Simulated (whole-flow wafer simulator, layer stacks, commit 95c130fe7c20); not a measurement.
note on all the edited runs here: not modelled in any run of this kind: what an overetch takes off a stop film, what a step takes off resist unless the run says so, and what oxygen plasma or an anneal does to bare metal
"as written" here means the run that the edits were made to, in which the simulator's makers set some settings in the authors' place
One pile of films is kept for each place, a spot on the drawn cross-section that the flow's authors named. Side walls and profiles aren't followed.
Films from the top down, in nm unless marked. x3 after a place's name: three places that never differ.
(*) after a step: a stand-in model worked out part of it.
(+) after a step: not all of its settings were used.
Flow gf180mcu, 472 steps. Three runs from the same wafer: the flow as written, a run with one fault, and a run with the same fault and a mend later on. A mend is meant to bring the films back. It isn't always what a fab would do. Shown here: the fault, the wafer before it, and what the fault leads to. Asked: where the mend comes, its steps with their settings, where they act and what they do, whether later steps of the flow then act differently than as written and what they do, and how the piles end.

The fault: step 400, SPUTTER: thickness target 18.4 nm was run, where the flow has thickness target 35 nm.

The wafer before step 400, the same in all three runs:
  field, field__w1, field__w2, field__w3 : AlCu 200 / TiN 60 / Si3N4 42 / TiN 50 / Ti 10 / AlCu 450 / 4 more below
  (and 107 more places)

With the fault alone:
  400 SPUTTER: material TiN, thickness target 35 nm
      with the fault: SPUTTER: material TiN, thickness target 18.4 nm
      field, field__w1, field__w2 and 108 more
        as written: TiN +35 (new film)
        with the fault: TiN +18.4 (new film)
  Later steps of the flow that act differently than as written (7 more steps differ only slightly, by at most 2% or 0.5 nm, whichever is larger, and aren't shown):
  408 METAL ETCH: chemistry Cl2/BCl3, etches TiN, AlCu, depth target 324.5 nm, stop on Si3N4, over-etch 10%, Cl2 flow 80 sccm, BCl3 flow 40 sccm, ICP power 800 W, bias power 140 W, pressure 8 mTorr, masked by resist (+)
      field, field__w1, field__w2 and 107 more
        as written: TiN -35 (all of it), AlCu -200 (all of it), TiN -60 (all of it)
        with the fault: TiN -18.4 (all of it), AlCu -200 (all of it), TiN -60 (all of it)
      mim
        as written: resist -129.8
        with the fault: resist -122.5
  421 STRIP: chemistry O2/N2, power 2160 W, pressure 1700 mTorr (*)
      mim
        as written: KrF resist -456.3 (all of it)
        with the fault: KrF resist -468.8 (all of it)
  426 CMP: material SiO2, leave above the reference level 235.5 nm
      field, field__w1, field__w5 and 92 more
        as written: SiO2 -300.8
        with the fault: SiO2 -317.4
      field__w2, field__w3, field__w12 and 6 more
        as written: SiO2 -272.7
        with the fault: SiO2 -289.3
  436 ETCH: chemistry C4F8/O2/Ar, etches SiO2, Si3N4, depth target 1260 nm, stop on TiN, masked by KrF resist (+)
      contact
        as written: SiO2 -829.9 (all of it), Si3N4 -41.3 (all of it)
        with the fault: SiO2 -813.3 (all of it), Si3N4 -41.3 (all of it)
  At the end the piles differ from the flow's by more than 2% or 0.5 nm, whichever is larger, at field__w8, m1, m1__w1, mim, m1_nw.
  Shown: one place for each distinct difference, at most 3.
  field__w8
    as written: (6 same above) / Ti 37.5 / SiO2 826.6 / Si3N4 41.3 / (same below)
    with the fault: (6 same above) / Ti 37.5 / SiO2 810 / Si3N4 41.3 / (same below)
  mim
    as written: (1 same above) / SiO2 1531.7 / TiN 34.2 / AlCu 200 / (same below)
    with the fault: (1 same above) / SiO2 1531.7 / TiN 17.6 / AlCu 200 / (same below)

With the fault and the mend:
  The mend comes after step 400.
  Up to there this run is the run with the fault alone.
  400a SPUTTER: material TiN, thickness target 16.6 nm (the flow's step 400 once more, with other settings)
      field, field__w1, field__w2 and 108 more
        TiN +16.6
  No later step of the flow acts differently than as written at any place that is followed.
  At the end the piles are the same as the flow's at every place that both follow.
